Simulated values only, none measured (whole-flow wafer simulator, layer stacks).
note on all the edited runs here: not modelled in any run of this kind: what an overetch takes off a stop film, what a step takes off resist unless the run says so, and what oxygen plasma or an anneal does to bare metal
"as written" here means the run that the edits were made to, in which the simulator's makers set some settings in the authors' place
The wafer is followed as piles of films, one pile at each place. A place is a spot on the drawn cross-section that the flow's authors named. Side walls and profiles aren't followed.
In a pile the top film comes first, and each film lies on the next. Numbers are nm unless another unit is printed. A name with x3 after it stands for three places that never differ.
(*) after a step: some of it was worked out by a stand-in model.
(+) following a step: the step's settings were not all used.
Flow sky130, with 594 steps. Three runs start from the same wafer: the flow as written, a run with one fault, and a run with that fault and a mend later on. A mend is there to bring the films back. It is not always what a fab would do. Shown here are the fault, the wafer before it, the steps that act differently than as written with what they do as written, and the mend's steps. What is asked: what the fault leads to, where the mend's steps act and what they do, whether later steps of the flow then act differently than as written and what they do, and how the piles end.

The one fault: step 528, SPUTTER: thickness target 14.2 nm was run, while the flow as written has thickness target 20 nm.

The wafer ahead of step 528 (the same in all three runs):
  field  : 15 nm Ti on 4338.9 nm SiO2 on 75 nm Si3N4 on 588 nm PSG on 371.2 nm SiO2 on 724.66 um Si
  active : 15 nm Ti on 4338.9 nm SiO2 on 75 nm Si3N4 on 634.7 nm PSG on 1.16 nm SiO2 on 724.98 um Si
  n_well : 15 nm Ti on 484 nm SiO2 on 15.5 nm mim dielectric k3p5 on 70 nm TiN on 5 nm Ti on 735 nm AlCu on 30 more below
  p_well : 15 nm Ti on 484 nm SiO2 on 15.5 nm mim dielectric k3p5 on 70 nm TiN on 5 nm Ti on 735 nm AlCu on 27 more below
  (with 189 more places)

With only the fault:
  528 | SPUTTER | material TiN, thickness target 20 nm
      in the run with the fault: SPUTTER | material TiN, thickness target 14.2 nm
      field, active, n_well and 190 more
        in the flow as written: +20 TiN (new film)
        in the run with the fault: +14.2 TiN (new film)
  Steps later in the flow that act otherwise than as written (19 more steps, not shown, differ only slightly: by at most 2% or 0.5 nm, whichever is larger):
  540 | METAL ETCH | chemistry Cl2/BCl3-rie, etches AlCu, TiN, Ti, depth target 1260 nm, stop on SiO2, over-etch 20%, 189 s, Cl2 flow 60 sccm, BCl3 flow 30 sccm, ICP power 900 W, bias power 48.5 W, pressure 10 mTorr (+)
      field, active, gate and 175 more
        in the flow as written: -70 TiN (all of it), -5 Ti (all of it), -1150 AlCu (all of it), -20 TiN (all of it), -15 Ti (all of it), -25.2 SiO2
        in the run with the fault: -70 TiN (all of it), -5 Ti (all of it), -1150 AlCu (all of it), -14.2 TiN (all of it), -15 Ti (all of it), -25.8 SiO2
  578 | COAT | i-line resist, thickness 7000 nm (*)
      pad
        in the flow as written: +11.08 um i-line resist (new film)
        in the run with the fault: +11.09 um i-line resist (new film)
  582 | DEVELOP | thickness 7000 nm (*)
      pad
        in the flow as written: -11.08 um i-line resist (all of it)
        in the run with the fault: -11.09 um i-line resist (all of it)
  At n_well, p_well, sd_n and 12 more, the piles at the end differ from the flow's by more than 2% or 0.5 nm, whichever is larger.
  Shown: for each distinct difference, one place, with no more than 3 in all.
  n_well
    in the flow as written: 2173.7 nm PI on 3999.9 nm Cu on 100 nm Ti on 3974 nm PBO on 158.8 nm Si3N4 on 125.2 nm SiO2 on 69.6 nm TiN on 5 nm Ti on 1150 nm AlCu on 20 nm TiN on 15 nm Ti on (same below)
    in the run with the fault: 2174.4 nm PI on 3999.9 nm Cu on 100 nm Ti on 3978.2 nm PBO on 158.8 nm Si3N4 on 125.2 nm SiO2 on 69.6 nm TiN on 5 nm Ti on 1150 nm AlCu on 14.2 nm TiN on 15 nm Ti on (same below)
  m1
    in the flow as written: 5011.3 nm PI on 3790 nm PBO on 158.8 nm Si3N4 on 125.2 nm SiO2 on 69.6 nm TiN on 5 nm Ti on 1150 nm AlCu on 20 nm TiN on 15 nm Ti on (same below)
    in the run with the fault: 5011.6 nm PI on 3794.8 nm PBO on 158.8 nm Si3N4 on 125.2 nm SiO2 on 69.6 nm TiN on 5 nm Ti on 1150 nm AlCu on 14.2 nm TiN on 15 nm Ti on (same below)
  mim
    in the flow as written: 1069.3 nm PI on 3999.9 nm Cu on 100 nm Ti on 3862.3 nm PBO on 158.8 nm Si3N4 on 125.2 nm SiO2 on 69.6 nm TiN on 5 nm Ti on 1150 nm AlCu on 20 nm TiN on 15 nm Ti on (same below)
    in the run with the fault: 1069.8 nm PI on 3999.9 nm Cu on 100 nm Ti on 3866.8 nm PBO on 158.8 nm Si3N4 on 125.2 nm SiO2 on 69.6 nm TiN on 5 nm Ti on 1150 nm AlCu on 14.2 nm TiN on 15 nm Ti on (same below)

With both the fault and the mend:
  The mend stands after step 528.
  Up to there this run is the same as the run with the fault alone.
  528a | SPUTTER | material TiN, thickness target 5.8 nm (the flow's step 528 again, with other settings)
      field, active, n_well and 190 more
        +5.8 TiN
  Every later step of the flow that is run acts as written at every place that is followed.
  By the end, the piles equal the flow's at every place that both follow.
